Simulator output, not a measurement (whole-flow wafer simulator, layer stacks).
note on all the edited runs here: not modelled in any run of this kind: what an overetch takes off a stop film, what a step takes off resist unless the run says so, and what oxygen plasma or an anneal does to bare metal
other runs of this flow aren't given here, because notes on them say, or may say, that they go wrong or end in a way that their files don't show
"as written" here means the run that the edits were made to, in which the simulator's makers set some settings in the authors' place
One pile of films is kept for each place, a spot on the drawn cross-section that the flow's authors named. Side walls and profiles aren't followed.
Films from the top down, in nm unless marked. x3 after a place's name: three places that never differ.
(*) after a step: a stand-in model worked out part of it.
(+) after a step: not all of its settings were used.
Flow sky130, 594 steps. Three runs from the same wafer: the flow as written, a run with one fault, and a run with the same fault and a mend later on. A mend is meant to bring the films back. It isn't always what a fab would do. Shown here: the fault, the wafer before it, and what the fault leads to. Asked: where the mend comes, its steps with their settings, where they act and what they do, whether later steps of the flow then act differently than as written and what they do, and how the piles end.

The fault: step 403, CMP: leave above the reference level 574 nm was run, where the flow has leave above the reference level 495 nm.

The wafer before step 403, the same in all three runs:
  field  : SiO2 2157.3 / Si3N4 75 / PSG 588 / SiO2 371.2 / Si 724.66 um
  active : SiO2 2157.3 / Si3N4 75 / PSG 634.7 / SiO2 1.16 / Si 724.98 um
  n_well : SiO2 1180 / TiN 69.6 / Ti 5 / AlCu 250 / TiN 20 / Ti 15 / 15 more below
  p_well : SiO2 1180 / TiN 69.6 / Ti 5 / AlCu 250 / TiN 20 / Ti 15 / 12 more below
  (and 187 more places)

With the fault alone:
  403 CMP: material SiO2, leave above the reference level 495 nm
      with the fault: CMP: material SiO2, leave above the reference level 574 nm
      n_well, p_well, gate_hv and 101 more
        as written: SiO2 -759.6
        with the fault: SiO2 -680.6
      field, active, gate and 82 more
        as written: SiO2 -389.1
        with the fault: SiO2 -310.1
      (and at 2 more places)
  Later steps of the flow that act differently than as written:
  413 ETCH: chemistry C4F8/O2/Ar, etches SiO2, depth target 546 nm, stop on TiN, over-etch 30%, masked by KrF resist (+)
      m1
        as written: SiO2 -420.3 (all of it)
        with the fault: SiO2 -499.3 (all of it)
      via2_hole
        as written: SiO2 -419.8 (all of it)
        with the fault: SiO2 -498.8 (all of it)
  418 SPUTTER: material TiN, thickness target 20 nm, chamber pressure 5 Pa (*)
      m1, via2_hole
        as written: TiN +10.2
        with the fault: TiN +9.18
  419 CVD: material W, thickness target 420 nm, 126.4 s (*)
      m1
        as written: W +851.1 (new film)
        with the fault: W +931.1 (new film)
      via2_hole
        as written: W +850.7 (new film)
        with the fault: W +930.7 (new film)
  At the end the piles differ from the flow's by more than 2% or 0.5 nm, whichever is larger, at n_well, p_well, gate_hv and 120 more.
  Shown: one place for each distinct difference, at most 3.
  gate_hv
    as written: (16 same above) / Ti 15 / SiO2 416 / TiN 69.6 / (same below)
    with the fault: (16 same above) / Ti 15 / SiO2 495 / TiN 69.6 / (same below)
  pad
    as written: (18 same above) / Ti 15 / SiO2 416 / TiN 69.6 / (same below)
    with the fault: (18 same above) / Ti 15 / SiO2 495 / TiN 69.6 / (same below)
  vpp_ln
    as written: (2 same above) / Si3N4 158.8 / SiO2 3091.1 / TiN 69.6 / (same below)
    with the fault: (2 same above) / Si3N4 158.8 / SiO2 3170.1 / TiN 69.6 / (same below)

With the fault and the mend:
  The mend comes after step 403.
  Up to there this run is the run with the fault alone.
  403a CMP: material SiO2, leave above the reference level 495 nm (the flow's step 403 once more)
      field, active, n_well and 188 more
        SiO2 -79
  No later step of the flow acts differently than as written at any place that is followed.
  At the end the piles are the same as the flow's at every place that both follow.
